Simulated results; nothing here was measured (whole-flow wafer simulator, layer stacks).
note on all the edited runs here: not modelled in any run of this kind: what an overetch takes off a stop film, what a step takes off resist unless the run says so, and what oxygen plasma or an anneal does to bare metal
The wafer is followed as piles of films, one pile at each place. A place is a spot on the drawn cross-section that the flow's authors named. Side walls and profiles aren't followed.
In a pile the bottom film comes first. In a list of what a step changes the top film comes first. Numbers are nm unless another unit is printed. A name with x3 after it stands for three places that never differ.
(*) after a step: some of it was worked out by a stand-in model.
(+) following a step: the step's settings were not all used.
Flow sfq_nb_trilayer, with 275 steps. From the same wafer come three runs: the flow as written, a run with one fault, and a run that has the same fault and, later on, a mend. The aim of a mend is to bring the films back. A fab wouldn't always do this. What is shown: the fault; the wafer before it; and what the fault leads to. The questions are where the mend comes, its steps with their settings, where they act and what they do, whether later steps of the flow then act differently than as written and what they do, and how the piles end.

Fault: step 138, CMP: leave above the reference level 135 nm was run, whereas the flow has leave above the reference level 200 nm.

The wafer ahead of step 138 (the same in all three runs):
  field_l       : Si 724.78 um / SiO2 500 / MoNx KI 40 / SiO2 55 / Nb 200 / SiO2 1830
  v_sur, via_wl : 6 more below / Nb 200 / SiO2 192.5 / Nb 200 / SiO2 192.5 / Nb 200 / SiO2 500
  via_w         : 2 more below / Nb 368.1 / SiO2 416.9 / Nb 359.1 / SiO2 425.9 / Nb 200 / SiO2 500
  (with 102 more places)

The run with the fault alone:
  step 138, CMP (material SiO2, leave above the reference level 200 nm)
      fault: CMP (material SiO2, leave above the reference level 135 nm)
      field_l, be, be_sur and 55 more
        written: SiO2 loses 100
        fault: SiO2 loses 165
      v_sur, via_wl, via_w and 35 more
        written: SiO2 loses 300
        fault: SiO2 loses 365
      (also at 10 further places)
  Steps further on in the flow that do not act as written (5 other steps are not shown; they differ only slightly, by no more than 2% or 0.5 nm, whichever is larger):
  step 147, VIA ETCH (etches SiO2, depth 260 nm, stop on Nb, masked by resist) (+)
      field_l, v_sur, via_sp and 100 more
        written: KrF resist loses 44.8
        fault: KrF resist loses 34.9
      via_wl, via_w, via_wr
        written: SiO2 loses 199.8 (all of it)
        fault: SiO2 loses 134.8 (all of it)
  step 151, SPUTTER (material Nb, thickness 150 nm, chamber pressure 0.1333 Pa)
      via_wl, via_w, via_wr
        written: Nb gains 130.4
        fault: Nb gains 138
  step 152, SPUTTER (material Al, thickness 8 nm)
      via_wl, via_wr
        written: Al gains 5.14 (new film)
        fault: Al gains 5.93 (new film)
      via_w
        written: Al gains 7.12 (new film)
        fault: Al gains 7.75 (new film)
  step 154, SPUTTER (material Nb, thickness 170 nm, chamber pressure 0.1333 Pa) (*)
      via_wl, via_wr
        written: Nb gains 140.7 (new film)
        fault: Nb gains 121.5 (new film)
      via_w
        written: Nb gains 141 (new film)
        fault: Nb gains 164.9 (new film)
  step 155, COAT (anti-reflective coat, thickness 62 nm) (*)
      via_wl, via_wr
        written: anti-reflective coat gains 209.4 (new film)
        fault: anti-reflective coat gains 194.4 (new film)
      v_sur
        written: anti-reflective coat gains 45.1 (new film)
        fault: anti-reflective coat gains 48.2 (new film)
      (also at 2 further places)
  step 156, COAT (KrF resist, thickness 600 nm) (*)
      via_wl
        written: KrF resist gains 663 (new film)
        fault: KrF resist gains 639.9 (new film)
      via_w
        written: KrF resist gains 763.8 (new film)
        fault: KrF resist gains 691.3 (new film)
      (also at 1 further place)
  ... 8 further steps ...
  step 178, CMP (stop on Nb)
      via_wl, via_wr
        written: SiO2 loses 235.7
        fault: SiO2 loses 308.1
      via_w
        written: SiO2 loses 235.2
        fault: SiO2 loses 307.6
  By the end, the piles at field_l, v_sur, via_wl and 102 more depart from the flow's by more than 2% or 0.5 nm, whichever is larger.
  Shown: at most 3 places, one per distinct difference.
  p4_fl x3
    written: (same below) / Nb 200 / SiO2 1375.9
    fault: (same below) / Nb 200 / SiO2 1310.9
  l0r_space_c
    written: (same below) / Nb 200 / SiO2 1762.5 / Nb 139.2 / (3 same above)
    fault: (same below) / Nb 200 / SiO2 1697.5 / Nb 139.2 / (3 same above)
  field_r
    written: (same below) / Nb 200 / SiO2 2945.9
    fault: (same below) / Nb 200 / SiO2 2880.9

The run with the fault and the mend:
  The mend stands after step 145.
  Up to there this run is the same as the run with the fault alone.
  step 145a, STRIP (over-ash 65%, gas O2, power 200 W) (*)
      field_l, v_sur, via_sp and 100 more
        KrF resist loses 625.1 (all of it), anti-reflective coat loses 62 (all of it)
      via_wl, via_w, via_wr
        anti-reflective coat loses 62 (all of it)
  step 145b, PECVD (material SiO2, thickness 65 nm, 150 C, 14.44 s, RF power 183.3 W, pressure 2.4 Torr, precursor SiH4/N2O) (the flow's step 137, run once more with other settings)
      field_l, v_sur, via_wl and 103 more
        SiO2 gains 65
  step 145c, COAT (anti-reflective coat, thickness 62 nm) (the flow's step 140, run once more)
      field_l, v_sur, via_wl and 103 more
        anti-reflective coat gains 62 (new film)
  step 145d, COAT (KrF resist, thickness 650 nm) (the flow's step 141, run once more)
      field_l, v_sur, via_wl and 103 more
        KrF resist gains 650 (new film)
  step 145e, SOFTBAKE (KrF resist) (the flow's step 142, run once more)
      alters no film at any place that is followed
  step 145f, EXPOSE (photomask I4, dose 11.93 mJ/cm2, NA 0.6, wavelength 248 nm) (*) (the flow's step 143, run once more)
      alters no film at any place that is followed
  step 145g, PEB (KrF resist, 90 s) (the flow's step 144, run once more)
      field_l, v_sur, via_wl and 103 more
        KrF resist loses 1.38
  step 145h, DEVELOP (KrF resist, thickness 650 nm, 60 s) (the flow's step 145, run once more)
      field_l, v_sur, via_sp and 100 more
        KrF resist loses 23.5
      via_wl, via_w, via_wr
        KrF resist loses 648.6 (all of it)
  None of the later steps of the flow differs from how it acts as written, at any place that is followed, by more than 2% or 0.5 nm, whichever is larger.
  The piles end only slightly different from the flow's at the places that both follow, by no more than 2% or 0.5 nm, whichever is larger.
